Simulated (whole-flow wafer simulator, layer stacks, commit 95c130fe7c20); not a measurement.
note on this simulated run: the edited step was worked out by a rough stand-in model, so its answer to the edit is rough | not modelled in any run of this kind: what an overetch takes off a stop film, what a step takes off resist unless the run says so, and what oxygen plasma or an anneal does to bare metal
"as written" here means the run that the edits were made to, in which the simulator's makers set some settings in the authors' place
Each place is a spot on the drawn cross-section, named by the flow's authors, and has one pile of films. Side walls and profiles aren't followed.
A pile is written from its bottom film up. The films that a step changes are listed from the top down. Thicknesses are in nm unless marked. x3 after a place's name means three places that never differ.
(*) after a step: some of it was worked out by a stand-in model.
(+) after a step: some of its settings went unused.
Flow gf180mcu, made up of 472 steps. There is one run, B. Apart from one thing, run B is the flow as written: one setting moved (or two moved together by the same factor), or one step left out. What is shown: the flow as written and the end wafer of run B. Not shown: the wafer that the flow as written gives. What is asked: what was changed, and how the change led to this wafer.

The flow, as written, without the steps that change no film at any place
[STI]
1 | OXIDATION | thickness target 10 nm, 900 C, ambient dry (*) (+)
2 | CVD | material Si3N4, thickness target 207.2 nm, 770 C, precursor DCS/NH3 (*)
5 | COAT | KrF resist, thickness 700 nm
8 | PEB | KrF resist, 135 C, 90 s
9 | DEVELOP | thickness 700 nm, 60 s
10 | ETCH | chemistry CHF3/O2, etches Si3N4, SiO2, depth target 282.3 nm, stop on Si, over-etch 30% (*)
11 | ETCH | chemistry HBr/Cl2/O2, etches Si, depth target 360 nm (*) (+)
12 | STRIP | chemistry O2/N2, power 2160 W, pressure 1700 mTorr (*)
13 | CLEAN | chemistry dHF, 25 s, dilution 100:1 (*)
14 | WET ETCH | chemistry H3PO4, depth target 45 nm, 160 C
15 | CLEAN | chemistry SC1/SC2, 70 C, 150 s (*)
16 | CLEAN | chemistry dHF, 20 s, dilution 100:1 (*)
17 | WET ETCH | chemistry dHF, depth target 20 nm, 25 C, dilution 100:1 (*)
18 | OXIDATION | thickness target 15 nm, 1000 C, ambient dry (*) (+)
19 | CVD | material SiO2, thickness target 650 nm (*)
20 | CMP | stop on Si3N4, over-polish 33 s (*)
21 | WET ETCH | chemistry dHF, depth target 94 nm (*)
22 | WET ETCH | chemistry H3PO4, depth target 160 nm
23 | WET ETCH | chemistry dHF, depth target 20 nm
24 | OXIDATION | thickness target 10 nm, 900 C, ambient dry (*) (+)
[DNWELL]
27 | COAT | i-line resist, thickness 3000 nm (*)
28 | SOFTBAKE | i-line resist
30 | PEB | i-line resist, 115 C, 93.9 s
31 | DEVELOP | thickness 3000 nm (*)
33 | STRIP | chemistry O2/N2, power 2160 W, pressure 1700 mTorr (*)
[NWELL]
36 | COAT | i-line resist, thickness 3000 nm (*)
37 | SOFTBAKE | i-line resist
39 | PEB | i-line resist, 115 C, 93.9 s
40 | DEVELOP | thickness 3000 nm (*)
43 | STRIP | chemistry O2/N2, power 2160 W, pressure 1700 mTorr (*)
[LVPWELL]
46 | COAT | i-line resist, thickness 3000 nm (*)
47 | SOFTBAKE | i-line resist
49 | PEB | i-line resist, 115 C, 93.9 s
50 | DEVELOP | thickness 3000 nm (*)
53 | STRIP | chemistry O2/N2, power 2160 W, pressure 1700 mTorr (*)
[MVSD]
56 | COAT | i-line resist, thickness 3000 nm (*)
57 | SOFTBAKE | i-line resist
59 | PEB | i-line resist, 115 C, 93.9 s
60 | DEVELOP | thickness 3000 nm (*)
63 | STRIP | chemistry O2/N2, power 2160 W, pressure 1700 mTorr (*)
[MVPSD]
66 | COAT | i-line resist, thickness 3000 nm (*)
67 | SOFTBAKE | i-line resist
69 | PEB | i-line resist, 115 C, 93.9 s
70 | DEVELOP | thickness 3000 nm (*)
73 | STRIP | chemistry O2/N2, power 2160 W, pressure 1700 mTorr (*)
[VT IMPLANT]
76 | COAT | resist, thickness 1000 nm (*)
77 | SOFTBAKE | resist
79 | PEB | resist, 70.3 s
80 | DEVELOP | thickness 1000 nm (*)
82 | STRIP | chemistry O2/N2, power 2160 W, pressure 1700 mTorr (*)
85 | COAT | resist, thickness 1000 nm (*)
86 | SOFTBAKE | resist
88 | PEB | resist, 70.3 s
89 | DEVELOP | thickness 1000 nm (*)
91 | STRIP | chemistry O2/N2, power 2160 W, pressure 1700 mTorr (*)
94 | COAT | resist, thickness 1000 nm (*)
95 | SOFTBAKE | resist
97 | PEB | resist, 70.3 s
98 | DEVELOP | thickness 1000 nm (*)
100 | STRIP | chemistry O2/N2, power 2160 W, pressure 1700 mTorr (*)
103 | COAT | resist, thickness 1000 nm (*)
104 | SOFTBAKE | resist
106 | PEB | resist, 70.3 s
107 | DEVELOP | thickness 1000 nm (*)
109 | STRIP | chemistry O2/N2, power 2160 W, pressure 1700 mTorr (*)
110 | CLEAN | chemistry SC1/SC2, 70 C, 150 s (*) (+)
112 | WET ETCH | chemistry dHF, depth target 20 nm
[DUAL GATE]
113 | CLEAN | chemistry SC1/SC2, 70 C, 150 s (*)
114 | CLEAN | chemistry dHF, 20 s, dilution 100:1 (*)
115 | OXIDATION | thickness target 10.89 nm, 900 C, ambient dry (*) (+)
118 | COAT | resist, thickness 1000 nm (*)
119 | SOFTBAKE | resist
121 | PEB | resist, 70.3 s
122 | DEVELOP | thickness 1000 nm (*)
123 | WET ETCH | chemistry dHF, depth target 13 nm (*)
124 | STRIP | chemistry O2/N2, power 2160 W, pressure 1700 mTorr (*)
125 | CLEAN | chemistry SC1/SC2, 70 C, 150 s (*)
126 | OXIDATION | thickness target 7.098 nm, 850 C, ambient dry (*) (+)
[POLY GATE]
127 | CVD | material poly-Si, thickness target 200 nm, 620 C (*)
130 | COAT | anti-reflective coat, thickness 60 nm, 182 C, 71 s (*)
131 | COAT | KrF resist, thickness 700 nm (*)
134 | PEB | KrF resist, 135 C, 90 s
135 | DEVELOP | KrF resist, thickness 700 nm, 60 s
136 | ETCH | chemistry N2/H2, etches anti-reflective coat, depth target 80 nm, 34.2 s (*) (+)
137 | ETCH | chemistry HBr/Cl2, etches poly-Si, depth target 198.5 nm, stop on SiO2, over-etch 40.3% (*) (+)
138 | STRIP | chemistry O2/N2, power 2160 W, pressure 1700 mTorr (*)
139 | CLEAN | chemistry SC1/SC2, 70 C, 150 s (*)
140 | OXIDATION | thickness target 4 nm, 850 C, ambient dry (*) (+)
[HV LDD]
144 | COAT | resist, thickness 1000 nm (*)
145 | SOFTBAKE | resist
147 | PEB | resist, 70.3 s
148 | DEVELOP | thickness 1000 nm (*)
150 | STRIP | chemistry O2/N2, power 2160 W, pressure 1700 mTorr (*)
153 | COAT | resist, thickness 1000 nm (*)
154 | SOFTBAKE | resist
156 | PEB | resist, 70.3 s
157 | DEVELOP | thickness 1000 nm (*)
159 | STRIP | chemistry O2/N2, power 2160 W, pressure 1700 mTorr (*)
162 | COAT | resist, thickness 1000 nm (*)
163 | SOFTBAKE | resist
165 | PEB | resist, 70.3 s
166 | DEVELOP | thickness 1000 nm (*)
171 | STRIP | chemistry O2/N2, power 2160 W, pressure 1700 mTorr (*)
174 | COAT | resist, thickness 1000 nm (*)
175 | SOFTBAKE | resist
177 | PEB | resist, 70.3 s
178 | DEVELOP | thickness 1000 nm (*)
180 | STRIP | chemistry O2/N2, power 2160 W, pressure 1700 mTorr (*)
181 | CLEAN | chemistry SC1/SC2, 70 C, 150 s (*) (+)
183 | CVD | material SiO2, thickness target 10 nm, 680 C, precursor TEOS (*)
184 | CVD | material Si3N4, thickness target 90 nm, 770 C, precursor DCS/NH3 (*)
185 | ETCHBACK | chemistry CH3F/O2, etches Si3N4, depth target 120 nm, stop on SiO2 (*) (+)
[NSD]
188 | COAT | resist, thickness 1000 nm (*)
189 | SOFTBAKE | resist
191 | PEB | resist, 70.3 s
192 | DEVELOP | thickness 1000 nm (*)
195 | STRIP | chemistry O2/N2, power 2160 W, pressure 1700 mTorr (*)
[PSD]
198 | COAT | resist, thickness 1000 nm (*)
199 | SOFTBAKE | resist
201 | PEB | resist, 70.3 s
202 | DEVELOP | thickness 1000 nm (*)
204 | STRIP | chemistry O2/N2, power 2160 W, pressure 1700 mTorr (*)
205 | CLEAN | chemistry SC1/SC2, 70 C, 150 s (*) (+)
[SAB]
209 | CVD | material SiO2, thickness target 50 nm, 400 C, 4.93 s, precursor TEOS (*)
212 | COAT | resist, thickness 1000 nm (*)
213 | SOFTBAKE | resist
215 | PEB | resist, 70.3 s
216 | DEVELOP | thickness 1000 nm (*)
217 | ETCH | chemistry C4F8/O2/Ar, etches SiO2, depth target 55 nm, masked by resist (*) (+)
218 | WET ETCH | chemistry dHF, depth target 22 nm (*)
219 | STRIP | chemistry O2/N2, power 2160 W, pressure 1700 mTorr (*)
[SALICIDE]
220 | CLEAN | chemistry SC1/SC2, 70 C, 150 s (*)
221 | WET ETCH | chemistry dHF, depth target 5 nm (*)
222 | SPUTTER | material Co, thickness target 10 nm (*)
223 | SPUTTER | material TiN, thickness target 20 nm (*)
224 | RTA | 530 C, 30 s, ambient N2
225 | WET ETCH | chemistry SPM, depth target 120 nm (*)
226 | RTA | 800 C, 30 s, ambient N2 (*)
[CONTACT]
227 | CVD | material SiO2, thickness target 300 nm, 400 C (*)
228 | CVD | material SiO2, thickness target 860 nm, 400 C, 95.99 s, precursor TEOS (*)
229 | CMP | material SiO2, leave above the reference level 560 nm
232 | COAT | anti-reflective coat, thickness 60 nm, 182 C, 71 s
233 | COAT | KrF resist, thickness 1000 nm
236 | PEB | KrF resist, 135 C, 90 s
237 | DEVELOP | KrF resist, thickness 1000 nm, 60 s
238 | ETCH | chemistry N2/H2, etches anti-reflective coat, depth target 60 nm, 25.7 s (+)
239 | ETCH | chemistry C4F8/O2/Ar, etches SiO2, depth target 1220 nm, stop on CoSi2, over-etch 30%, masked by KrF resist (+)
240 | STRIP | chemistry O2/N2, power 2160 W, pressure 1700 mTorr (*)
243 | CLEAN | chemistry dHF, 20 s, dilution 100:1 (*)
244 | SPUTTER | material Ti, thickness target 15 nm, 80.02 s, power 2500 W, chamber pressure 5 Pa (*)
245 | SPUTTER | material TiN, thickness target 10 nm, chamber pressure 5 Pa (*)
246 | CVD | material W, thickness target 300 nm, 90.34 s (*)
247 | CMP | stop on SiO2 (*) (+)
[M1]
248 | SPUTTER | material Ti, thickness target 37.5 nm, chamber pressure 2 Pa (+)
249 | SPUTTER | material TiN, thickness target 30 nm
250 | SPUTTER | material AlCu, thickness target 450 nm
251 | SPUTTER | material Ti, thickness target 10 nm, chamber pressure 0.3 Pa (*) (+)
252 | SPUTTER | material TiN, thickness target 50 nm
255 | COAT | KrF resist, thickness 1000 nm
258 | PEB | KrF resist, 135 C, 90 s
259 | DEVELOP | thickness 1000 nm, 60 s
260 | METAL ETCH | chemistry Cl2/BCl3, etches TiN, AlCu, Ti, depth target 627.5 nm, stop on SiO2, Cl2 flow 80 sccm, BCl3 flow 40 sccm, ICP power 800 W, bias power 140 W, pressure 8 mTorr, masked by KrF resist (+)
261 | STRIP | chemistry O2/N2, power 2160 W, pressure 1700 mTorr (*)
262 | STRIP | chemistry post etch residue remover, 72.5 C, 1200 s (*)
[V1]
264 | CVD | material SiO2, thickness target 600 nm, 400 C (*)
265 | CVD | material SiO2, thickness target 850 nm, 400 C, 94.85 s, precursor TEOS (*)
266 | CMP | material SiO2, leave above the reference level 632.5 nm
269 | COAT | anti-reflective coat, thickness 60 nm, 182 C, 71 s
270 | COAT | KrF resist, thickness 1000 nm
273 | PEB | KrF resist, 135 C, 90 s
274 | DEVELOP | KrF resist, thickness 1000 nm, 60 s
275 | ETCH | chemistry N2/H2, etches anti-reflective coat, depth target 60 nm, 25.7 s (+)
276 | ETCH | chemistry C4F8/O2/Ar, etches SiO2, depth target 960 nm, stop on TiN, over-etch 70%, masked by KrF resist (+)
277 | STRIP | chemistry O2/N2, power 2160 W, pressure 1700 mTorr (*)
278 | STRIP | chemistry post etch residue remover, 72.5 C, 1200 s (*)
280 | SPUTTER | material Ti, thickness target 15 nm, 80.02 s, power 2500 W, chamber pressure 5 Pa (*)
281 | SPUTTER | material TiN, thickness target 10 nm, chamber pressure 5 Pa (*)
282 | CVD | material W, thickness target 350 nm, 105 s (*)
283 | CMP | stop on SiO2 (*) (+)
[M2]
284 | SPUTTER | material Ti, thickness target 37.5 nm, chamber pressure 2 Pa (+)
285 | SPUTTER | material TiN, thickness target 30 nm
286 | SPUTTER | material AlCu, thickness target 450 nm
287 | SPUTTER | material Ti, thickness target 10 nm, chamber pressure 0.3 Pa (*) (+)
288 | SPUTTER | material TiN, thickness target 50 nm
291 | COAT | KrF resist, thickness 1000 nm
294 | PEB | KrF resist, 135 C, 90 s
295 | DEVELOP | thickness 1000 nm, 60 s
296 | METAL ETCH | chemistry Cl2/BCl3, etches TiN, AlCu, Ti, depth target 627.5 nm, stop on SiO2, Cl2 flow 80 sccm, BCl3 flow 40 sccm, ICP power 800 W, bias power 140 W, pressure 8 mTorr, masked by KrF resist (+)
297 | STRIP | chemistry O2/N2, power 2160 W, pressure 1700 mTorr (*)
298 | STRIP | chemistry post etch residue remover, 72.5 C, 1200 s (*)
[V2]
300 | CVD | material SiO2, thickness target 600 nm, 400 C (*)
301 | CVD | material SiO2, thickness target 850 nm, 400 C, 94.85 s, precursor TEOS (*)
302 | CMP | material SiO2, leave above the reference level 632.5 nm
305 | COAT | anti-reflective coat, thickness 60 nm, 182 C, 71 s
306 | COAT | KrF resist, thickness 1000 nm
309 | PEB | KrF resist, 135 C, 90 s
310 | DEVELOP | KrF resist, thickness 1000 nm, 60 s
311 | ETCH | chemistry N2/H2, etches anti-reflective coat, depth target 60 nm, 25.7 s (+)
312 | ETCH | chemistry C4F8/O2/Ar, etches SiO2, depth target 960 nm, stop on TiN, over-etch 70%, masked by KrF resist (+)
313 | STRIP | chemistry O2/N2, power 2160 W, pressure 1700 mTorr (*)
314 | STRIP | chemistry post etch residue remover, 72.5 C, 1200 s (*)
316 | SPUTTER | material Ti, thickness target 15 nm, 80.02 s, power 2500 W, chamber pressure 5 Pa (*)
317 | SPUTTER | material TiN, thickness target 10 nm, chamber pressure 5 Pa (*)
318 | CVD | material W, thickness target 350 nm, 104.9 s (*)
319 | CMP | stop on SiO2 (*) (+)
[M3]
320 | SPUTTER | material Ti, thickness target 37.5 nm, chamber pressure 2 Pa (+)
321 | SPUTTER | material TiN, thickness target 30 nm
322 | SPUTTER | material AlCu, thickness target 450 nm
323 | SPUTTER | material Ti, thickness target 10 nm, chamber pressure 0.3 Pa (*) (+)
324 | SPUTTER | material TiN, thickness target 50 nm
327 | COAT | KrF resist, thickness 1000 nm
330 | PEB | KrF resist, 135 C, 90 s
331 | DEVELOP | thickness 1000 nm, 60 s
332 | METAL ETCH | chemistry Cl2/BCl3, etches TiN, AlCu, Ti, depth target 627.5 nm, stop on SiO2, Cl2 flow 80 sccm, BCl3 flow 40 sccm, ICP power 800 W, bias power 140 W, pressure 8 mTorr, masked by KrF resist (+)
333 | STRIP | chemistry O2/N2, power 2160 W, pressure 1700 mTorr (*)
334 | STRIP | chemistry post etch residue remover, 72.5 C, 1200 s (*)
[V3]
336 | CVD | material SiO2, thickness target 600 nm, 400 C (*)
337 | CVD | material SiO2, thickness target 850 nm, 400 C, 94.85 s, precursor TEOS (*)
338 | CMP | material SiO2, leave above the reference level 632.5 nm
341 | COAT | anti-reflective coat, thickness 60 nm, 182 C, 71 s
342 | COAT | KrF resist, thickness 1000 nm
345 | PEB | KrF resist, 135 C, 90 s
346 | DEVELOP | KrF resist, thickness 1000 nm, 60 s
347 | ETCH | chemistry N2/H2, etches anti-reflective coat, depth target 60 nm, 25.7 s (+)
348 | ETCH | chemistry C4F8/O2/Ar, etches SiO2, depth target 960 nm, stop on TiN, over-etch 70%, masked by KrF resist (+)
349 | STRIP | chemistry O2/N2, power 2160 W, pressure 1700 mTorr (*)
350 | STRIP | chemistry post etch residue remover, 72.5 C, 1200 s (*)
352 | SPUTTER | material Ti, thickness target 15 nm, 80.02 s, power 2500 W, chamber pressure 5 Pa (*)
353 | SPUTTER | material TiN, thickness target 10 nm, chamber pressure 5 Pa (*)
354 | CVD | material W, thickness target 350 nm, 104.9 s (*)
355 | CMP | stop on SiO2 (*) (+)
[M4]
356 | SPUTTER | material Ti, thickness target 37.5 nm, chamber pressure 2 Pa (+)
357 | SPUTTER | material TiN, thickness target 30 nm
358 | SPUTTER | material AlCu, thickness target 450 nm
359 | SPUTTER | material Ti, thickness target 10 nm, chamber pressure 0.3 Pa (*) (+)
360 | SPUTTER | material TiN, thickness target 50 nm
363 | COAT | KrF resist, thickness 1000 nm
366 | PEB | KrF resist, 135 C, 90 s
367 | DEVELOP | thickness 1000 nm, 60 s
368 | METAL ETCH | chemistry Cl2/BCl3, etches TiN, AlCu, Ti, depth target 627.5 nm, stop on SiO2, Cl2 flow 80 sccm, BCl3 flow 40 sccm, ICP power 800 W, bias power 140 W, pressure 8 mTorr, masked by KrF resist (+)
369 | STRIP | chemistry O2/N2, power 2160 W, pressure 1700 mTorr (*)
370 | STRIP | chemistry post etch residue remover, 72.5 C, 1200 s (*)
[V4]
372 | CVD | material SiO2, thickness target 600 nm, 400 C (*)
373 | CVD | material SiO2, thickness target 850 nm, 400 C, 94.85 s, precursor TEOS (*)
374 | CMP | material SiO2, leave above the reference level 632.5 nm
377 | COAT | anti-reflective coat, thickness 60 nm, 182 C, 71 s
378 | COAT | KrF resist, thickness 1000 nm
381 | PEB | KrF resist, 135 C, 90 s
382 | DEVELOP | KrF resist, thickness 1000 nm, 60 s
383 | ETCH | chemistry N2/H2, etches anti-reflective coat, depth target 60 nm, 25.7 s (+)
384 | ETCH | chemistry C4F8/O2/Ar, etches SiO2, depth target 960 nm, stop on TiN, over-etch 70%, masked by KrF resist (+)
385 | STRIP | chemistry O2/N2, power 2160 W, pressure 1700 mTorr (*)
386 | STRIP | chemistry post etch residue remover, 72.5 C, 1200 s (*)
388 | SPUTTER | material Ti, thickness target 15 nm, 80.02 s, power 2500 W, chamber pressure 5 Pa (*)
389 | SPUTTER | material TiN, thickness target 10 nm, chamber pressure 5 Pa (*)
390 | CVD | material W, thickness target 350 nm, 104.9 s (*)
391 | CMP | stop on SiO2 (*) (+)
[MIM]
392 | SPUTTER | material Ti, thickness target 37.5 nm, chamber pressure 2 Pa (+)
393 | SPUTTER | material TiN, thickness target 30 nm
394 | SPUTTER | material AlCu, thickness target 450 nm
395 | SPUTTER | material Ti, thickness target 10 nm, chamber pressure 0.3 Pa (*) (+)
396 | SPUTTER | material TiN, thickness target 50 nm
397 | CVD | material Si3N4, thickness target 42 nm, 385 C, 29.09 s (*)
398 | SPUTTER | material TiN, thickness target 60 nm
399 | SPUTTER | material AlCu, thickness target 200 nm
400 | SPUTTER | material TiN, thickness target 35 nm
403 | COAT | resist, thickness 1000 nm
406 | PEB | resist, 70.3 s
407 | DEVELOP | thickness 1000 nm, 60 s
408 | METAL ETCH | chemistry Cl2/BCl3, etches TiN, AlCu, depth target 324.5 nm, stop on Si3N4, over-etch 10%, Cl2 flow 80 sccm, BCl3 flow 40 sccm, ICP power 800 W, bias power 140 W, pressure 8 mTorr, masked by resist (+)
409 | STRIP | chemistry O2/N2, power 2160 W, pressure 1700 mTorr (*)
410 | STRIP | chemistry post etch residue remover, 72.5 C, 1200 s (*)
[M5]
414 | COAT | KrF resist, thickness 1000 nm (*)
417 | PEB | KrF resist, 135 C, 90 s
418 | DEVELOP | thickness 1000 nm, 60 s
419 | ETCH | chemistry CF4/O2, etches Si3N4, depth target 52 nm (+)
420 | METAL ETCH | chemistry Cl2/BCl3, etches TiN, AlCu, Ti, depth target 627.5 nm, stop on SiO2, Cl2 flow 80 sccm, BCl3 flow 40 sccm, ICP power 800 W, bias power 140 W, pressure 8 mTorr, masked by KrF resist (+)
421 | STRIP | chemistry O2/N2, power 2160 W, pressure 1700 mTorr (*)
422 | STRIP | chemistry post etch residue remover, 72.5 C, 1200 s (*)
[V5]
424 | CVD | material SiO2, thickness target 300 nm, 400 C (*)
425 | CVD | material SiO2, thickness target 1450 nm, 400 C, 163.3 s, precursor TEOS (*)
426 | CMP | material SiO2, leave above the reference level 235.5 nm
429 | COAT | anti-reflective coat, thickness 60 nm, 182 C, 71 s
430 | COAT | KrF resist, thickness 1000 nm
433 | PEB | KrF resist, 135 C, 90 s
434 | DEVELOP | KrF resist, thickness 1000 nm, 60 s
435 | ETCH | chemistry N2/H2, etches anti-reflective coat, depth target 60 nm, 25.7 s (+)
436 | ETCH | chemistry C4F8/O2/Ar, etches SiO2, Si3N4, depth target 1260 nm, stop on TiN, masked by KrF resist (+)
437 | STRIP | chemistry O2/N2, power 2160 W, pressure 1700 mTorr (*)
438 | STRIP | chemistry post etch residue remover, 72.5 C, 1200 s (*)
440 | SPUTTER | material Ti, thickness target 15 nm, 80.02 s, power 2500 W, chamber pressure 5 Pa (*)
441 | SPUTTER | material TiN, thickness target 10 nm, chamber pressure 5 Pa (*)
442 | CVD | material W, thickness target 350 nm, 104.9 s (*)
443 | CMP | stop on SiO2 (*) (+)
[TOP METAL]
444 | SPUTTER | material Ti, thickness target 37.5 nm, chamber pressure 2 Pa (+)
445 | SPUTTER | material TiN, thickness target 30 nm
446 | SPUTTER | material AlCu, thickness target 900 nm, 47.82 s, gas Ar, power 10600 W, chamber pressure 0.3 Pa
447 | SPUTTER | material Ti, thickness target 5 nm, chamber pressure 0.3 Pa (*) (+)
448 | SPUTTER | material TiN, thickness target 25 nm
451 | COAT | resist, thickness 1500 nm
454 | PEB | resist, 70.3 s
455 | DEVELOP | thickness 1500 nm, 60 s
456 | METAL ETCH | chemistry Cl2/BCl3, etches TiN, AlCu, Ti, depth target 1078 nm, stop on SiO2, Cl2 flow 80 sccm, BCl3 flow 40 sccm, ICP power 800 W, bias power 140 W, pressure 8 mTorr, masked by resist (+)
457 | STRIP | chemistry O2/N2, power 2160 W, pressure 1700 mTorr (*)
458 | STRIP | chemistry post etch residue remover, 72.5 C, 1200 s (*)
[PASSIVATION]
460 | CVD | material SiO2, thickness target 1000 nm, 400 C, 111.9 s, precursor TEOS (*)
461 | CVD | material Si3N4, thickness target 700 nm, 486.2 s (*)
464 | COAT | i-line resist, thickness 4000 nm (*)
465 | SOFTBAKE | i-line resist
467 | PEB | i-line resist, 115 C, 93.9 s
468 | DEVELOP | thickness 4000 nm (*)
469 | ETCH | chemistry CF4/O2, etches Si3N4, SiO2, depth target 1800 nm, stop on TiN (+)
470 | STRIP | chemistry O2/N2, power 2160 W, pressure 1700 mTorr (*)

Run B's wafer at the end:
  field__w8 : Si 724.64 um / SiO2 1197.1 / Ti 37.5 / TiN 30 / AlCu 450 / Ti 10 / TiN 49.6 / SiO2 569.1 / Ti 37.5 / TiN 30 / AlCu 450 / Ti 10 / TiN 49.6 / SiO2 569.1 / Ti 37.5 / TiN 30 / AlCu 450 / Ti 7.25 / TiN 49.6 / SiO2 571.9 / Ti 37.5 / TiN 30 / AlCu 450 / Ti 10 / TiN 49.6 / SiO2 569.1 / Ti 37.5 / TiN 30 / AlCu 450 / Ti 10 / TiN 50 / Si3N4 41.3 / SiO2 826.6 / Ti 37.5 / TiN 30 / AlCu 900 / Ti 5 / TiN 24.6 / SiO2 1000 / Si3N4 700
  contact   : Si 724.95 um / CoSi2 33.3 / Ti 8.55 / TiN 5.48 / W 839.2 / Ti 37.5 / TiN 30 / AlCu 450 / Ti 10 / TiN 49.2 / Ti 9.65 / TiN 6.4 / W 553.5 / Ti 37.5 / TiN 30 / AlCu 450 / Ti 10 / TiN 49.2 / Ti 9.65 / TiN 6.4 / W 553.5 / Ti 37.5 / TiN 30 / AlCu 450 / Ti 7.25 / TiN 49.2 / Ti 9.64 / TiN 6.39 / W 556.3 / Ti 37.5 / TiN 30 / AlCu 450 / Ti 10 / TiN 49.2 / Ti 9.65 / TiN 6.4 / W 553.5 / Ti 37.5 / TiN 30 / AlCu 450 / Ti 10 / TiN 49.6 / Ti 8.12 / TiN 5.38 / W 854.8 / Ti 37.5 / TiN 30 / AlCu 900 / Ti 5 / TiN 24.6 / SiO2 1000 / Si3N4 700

What caused this: step 323, SPUTTER: thickness target 7.25 nm was run, while the flow as written has thickness target 10 nm.
The wafer lets one read it off: field__w8 has Ti 7.25, and step 323 as written asks for 10 nm.

Step by step, how the change led to this:
  323 | SPUTTER | material Ti, thickness target 10 nm, chamber pressure 0.3 Pa (*) (+)
      field, field__w1, field__w2 and 108 more: Ti gains 7.25 (new film) (as written it would have been: Ti gains 10 (new film))
  332 | METAL ETCH | chemistry Cl2/BCl3, etches TiN, AlCu, Ti, depth target 627.5 nm, stop on SiO2, Cl2 flow 80 sccm, BCl3 flow 40 sccm, ICP power 800 W, bias power 140 W, pressure 8 mTorr, masked by KrF resist (+)
      field, field__w1, field__w2 and 103 more: TiN loses 50 (all of it), Ti loses 7.25 (all of it), AlCu loses 450 (all of it), TiN loses 30 (all of it), Ti loses 37.5 (all of it) (as written it would have been: TiN loses 50 (all of it), Ti loses 10 (all of it), AlCu loses 450 (all of it), TiN loses 30 (all of it), Ti loses 37.5 (all of it))
